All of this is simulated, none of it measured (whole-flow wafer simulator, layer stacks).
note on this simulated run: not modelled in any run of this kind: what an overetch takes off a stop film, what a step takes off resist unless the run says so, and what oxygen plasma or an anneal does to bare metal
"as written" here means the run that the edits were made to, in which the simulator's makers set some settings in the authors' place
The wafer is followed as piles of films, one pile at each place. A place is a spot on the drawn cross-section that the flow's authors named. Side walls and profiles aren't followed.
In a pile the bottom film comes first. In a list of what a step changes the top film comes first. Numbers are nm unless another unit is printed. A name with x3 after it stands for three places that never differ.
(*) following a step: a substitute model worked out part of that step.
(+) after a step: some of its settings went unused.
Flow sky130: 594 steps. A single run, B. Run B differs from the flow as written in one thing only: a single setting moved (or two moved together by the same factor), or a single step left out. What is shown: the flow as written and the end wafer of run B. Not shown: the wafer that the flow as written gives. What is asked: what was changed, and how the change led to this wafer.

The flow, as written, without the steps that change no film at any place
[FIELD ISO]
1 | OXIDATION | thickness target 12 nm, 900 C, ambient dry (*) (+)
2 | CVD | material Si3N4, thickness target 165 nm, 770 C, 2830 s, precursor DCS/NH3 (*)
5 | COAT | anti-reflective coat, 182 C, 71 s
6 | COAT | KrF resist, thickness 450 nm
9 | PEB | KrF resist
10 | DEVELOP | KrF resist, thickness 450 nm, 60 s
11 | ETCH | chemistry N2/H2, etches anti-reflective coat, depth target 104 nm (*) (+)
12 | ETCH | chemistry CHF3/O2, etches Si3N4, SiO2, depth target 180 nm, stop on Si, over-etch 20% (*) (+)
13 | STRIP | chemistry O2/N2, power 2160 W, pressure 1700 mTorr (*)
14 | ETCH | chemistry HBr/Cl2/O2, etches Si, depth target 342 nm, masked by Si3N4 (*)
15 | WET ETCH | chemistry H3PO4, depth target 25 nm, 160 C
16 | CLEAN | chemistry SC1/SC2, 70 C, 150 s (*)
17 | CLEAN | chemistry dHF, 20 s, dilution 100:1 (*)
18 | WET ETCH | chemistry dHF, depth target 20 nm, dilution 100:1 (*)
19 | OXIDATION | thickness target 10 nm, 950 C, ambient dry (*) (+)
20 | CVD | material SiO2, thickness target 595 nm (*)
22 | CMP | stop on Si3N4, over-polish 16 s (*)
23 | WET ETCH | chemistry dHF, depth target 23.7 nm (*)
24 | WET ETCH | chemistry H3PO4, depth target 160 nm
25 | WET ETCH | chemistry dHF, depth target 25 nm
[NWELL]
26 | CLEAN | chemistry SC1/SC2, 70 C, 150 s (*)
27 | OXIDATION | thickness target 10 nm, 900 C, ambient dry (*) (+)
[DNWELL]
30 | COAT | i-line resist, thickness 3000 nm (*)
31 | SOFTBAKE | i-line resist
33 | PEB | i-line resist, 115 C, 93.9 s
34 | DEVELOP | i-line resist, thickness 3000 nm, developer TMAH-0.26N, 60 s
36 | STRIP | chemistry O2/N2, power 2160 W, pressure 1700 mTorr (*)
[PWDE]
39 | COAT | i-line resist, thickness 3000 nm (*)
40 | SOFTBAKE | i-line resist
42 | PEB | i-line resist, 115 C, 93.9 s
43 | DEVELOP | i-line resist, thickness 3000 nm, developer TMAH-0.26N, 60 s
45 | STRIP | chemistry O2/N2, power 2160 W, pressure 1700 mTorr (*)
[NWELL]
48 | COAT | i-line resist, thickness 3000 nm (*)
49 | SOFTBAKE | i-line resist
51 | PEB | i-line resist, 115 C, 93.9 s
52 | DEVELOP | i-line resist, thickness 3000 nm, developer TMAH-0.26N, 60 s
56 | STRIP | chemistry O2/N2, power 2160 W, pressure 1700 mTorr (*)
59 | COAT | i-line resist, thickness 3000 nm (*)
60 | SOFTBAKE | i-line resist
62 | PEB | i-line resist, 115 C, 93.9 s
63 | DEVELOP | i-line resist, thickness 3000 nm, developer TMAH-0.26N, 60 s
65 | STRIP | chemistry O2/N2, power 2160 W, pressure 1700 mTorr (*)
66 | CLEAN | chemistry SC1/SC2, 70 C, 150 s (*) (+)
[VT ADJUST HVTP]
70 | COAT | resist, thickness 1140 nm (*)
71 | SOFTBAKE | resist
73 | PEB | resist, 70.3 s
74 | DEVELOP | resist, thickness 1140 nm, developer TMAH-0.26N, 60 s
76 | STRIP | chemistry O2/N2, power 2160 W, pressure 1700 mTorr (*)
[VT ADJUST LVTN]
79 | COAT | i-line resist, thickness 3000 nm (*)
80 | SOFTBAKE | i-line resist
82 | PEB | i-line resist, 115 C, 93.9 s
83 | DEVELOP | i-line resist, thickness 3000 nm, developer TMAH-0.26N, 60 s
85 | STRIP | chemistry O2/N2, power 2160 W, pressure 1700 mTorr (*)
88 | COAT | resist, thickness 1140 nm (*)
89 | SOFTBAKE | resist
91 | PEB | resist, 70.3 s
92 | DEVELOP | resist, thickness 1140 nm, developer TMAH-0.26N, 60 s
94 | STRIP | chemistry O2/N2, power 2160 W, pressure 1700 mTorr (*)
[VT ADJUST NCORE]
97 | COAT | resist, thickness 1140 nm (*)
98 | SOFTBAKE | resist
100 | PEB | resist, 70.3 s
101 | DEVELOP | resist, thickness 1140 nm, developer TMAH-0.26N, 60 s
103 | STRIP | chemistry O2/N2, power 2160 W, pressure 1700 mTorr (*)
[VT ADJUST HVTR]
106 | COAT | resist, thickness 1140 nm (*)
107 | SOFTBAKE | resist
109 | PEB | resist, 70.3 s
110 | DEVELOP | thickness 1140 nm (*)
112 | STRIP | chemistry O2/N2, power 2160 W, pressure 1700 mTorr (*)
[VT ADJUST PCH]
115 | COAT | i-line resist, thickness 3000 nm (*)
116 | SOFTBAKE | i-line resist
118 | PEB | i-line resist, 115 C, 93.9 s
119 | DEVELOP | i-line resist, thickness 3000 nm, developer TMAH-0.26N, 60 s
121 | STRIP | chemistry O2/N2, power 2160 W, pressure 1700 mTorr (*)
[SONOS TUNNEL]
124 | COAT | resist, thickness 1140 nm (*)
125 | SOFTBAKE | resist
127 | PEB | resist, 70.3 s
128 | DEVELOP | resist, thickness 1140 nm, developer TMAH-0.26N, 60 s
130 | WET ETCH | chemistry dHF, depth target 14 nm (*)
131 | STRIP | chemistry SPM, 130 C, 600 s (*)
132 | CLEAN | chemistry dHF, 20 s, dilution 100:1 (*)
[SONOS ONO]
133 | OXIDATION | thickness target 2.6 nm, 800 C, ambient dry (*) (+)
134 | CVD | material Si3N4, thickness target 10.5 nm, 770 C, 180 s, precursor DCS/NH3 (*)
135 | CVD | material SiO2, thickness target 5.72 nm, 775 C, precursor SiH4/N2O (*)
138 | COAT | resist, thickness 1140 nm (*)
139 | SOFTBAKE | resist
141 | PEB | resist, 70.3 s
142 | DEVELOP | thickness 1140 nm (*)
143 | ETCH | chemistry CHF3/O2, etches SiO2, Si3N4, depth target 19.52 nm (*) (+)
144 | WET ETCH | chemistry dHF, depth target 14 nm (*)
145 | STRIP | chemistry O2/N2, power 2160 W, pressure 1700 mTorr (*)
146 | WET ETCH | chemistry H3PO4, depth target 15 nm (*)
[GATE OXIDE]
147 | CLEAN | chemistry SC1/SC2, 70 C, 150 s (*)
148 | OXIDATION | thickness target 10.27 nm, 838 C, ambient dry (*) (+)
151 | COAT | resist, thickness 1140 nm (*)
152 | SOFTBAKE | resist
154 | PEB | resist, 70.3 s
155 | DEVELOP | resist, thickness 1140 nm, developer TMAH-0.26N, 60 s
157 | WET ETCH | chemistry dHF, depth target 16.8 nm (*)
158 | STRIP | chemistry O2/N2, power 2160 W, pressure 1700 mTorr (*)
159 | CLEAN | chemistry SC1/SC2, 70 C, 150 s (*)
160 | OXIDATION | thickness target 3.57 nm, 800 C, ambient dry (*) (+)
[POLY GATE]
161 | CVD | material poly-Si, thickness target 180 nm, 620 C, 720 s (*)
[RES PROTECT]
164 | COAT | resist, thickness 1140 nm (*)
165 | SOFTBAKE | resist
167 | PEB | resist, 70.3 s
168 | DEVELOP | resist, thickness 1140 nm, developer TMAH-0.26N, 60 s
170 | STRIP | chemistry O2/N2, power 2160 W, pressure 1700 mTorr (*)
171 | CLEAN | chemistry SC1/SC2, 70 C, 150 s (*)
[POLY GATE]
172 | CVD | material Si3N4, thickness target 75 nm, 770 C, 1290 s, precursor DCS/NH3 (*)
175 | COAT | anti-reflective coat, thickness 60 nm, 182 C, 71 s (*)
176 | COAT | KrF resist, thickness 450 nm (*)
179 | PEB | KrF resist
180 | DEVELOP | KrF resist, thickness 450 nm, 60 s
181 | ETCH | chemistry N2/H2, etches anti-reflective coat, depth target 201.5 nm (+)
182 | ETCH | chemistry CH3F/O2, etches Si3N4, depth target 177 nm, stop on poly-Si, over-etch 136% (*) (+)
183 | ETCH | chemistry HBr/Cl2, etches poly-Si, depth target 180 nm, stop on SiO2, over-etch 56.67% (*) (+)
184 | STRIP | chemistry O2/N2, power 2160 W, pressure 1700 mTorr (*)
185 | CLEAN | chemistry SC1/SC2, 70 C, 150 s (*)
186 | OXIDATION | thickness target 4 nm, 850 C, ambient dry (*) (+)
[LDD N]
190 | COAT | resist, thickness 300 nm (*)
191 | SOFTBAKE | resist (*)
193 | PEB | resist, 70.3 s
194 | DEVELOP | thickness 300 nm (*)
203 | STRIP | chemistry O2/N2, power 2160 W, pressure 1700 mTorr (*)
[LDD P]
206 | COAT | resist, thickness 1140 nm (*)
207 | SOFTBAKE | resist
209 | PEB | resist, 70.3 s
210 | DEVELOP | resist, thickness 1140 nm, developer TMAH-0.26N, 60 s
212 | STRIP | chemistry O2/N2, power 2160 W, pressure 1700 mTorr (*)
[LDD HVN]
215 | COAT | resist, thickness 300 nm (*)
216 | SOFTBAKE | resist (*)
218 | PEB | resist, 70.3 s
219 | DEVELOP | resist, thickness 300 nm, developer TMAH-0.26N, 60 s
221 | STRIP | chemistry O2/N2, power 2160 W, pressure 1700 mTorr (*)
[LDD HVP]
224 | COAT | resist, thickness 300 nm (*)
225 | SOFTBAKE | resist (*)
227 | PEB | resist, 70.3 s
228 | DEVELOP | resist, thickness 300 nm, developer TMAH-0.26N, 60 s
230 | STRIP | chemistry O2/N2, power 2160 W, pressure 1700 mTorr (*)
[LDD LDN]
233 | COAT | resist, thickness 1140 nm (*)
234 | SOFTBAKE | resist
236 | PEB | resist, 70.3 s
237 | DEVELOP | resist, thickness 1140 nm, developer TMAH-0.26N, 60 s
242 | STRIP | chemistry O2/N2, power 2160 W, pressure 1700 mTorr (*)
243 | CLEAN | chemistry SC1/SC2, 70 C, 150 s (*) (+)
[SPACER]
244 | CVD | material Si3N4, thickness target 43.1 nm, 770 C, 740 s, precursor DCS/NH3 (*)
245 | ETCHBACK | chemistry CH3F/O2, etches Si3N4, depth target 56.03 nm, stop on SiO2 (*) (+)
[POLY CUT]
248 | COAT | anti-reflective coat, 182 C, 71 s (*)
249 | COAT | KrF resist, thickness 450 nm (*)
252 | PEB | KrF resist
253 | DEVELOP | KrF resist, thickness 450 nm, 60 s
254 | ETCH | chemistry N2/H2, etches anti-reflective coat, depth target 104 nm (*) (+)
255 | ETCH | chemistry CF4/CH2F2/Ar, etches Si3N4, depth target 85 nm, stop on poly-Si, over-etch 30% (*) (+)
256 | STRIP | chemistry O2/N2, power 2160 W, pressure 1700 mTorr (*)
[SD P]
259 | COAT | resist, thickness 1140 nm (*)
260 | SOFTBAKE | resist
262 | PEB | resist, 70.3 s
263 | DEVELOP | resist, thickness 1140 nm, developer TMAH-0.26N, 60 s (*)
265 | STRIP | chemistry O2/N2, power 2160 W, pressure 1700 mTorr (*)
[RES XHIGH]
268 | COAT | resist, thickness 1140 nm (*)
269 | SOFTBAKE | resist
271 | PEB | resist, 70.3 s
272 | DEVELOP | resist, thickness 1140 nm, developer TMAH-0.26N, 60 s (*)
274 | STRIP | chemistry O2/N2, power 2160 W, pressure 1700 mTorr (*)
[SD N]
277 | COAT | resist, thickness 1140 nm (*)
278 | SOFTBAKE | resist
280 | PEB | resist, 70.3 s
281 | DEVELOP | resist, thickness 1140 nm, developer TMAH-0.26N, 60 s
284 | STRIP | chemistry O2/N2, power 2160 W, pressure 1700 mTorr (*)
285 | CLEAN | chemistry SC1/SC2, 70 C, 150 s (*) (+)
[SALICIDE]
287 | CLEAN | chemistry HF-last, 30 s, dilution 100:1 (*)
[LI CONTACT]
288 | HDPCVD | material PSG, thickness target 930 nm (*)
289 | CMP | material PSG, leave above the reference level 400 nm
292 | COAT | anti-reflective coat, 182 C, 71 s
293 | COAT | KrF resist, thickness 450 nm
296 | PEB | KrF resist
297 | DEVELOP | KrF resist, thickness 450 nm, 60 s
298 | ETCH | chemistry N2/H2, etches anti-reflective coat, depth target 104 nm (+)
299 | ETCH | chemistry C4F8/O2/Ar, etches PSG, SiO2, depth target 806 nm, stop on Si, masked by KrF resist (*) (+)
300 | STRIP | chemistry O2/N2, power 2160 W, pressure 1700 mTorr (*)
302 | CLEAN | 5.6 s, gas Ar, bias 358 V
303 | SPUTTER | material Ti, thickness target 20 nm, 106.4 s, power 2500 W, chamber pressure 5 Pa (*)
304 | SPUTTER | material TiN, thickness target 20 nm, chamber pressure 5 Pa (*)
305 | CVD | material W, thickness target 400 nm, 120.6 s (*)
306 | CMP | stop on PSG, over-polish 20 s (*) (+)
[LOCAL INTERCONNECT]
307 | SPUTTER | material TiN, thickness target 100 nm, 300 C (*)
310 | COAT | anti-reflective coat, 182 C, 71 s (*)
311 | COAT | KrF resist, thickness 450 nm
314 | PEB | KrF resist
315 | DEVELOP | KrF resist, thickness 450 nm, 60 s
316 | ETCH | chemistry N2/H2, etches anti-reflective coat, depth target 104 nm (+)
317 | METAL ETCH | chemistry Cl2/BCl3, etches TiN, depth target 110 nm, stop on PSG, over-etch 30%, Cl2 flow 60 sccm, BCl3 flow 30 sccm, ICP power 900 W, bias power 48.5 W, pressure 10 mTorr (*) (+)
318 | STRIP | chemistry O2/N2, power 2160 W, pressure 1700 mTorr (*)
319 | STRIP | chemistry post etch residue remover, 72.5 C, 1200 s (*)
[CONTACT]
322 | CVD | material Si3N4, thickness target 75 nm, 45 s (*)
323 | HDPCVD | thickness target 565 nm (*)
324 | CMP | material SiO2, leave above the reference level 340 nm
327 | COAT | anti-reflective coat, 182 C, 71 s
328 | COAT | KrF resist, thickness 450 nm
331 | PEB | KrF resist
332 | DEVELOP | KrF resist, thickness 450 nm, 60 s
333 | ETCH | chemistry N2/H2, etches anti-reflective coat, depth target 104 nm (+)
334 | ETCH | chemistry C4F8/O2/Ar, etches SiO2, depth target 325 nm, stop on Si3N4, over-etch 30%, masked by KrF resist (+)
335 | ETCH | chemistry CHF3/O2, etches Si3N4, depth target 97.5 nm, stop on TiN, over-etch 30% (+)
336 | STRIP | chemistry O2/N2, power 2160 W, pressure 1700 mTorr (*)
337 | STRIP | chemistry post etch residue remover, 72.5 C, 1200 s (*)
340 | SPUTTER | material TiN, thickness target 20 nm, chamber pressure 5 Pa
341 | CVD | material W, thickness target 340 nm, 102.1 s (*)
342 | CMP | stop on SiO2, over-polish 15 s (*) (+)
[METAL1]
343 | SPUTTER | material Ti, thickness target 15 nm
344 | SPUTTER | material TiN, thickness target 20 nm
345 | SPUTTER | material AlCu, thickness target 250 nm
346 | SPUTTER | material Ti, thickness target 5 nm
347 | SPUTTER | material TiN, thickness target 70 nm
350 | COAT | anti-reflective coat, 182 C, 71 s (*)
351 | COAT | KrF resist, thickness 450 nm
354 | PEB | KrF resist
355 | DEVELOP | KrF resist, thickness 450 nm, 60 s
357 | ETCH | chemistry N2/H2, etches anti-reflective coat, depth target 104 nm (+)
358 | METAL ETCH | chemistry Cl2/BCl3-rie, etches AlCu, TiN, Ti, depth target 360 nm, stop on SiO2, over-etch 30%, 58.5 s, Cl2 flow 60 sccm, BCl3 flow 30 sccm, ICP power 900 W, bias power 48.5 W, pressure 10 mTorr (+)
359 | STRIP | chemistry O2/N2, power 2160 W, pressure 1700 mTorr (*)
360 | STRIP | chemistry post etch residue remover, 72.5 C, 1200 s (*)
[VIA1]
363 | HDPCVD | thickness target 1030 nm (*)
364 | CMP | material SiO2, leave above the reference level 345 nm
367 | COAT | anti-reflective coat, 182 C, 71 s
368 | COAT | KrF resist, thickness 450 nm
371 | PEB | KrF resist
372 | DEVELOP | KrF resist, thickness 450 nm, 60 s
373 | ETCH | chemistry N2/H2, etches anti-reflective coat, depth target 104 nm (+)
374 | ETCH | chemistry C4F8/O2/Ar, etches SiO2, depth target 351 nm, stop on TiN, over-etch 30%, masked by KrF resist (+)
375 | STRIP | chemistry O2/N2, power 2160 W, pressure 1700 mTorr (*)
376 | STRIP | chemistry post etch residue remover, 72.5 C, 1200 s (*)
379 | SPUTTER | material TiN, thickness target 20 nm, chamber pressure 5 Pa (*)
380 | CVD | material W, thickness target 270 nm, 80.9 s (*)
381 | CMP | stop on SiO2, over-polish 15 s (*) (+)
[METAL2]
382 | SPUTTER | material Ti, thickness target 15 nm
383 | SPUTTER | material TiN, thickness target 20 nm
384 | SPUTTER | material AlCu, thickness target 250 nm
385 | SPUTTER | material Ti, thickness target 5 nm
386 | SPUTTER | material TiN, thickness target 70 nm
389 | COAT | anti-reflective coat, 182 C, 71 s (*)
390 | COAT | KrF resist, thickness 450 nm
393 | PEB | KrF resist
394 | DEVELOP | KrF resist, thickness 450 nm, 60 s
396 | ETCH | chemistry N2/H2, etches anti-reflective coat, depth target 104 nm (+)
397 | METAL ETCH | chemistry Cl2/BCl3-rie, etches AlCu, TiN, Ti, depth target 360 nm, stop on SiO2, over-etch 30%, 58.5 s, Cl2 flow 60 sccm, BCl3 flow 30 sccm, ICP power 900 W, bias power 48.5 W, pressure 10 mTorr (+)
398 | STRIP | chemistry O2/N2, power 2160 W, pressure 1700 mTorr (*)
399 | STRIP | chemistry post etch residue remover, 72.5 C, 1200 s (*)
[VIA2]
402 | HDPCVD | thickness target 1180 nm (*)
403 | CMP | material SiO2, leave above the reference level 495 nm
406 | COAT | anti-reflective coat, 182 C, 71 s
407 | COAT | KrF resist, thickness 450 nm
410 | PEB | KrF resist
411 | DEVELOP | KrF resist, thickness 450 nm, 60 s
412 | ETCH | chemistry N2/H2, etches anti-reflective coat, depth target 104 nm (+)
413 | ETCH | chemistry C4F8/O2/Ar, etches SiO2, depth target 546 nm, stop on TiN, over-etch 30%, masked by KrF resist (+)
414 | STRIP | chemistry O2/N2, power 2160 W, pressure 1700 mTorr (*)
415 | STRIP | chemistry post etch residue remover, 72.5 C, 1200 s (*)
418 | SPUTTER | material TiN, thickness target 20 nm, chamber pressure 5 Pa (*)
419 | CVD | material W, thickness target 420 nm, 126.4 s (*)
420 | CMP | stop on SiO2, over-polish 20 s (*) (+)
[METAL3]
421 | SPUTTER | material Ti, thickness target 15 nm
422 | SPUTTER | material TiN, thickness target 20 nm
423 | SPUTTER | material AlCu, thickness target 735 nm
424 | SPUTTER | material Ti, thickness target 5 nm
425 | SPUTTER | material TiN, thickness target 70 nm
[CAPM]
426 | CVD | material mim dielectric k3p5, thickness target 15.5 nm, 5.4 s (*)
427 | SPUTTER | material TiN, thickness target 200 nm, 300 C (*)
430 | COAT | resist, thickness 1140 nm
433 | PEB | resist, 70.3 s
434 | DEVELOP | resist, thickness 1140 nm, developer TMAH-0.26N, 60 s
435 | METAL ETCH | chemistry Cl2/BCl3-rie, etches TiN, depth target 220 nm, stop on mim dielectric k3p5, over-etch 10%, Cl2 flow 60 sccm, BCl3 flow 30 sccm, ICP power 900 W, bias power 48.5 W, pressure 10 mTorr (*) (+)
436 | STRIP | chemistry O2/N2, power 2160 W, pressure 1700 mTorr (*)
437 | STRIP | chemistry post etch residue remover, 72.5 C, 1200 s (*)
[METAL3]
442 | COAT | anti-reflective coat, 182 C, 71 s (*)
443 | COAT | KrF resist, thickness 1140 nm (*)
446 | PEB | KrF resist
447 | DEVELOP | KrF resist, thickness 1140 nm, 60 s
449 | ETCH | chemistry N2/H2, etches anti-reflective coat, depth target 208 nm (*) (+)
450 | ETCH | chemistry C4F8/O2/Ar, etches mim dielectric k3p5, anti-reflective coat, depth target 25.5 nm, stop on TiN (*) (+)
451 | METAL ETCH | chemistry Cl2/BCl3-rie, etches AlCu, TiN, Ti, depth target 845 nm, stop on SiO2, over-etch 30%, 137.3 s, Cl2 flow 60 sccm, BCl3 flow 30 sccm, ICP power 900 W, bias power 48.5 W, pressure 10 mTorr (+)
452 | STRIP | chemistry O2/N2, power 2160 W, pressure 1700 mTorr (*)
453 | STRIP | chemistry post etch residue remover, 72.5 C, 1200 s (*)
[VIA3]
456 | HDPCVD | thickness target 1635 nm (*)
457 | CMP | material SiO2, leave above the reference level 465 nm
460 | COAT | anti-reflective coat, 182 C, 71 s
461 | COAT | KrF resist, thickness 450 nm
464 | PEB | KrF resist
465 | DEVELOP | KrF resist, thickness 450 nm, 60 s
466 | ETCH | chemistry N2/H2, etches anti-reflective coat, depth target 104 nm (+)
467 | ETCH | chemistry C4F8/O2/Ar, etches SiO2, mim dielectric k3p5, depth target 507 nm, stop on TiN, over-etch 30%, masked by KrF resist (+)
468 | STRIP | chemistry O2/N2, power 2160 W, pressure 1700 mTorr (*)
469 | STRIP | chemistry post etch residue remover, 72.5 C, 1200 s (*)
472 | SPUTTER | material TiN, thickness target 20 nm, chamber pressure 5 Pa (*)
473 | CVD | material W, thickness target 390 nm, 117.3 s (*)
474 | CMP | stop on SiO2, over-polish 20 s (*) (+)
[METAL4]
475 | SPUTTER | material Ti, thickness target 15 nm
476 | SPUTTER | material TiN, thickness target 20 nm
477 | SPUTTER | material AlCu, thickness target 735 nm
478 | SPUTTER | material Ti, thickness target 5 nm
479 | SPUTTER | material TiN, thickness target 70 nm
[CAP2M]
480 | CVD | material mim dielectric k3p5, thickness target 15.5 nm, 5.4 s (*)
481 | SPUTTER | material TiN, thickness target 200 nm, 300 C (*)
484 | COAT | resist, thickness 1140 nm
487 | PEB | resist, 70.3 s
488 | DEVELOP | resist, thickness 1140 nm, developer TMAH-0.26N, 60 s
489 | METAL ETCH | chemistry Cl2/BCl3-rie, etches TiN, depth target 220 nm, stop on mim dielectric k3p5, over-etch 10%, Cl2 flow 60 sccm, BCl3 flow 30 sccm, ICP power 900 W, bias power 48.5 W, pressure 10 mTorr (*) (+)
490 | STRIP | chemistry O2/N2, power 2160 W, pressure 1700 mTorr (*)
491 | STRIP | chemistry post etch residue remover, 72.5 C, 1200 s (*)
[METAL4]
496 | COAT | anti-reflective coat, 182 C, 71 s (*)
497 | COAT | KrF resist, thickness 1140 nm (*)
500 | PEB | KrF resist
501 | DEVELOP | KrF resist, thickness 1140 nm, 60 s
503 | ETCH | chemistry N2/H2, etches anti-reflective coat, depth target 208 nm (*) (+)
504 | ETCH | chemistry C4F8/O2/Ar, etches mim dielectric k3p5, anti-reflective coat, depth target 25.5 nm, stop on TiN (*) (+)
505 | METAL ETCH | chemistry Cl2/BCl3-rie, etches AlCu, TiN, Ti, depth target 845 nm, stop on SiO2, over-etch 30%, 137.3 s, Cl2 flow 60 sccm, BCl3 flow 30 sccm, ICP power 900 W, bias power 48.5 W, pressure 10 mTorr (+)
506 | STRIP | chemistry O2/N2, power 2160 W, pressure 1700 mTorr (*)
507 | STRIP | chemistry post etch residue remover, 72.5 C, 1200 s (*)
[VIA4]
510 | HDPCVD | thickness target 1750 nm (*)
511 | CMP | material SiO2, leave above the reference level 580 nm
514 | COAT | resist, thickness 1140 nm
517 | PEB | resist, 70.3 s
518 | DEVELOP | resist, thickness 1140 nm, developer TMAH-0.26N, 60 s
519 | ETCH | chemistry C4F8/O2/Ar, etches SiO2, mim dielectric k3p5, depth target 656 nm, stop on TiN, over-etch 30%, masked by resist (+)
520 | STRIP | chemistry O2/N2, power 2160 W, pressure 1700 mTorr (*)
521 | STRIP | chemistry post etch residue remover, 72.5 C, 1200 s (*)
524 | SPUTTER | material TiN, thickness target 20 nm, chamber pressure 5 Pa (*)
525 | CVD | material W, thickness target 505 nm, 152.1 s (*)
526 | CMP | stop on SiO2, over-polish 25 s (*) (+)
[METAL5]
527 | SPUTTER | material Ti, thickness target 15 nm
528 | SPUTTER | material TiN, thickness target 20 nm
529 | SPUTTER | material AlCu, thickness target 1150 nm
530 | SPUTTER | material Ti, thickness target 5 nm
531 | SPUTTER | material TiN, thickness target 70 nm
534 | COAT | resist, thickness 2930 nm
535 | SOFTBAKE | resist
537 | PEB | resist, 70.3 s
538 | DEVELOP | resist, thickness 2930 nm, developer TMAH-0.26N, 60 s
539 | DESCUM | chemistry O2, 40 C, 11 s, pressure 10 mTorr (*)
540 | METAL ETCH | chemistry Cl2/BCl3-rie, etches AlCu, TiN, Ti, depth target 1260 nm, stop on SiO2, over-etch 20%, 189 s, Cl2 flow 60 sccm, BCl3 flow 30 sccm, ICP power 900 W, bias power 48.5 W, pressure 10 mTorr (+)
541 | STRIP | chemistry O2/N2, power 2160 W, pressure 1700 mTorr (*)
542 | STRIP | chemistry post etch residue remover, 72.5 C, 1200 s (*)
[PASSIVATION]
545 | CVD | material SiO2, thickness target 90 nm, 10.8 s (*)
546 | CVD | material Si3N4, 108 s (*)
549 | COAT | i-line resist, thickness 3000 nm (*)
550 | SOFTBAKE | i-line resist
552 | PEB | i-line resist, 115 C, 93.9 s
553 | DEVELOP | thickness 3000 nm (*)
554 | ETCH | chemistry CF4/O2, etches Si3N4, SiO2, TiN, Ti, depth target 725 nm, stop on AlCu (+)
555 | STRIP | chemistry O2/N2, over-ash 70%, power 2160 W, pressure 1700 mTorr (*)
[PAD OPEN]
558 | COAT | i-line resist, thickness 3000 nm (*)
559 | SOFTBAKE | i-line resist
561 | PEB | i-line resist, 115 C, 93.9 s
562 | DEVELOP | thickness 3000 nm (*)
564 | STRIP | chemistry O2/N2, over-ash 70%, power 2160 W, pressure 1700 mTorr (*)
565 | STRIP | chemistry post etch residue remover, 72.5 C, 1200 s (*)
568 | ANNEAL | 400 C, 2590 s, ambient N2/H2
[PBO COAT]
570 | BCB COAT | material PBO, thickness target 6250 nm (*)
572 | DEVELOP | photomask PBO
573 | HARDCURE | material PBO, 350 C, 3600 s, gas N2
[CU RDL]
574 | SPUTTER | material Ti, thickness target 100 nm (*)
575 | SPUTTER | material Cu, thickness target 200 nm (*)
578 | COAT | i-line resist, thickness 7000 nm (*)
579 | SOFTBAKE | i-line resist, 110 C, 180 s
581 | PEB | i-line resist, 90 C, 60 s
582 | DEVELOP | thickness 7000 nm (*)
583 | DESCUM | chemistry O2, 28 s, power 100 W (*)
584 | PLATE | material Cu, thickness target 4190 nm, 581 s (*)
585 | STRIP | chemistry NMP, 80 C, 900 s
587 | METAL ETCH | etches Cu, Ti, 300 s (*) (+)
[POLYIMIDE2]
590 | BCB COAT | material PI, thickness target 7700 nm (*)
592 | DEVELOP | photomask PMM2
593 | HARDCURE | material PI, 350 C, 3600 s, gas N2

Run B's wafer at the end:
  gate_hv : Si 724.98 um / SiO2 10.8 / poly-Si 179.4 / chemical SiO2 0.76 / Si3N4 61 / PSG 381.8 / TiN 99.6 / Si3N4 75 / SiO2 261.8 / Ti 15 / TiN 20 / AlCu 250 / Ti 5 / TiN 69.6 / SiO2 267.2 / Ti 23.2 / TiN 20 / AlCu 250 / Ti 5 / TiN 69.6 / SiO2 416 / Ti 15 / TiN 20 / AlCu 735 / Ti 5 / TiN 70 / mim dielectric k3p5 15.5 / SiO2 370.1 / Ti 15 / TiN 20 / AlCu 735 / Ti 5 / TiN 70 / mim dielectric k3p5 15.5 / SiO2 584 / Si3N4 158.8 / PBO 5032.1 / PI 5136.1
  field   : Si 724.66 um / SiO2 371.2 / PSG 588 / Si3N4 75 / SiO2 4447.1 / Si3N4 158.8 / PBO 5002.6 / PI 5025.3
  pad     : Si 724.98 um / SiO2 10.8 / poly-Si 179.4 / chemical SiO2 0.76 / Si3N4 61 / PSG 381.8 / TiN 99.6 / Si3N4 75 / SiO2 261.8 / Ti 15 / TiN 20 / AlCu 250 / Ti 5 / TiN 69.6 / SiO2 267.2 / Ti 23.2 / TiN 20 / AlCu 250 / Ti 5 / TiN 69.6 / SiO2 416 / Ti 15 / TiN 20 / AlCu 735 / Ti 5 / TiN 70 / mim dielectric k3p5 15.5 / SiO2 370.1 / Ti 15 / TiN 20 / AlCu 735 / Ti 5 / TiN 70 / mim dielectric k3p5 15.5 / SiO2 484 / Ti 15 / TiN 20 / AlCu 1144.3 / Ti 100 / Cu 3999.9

What caused this: step 382, SPUTTER: thickness target 23.2 nm was run, while the flow as written has thickness target 15 nm.
One can read it off the wafer: gate_hv has Ti 23.2, and step 382 as written asks for 15 nm.

How this came from the change, step by step:
  382 | SPUTTER | material Ti, thickness target 15 nm
      field, active, n_well and 188 more: Ti gains 23.2 (new film) (it would be, as written: Ti gains 15 (new film))
  397 | METAL ETCH | chemistry Cl2/BCl3-rie, etches AlCu, TiN, Ti, depth target 360 nm, stop on SiO2, over-etch 30%, 58.5 s, Cl2 flow 60 sccm, BCl3 flow 30 sccm, ICP power 900 W, bias power 48.5 W, pressure 10 mTorr (+)
      field, active, gate and 82 more: TiN loses 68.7 (all of it), Ti loses 5 (all of it), AlCu loses 250 (all of it), TiN loses 20 (all of it), Ti loses 23.2 (all of it), SiO2 loses 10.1 (it would be, as written: TiN loses 68.7 (all of it), Ti loses 5 (all of it), AlCu loses 250 (all of it), TiN loses 20 (all of it), Ti loses 15 (all of it), SiO2 loses 10.9)
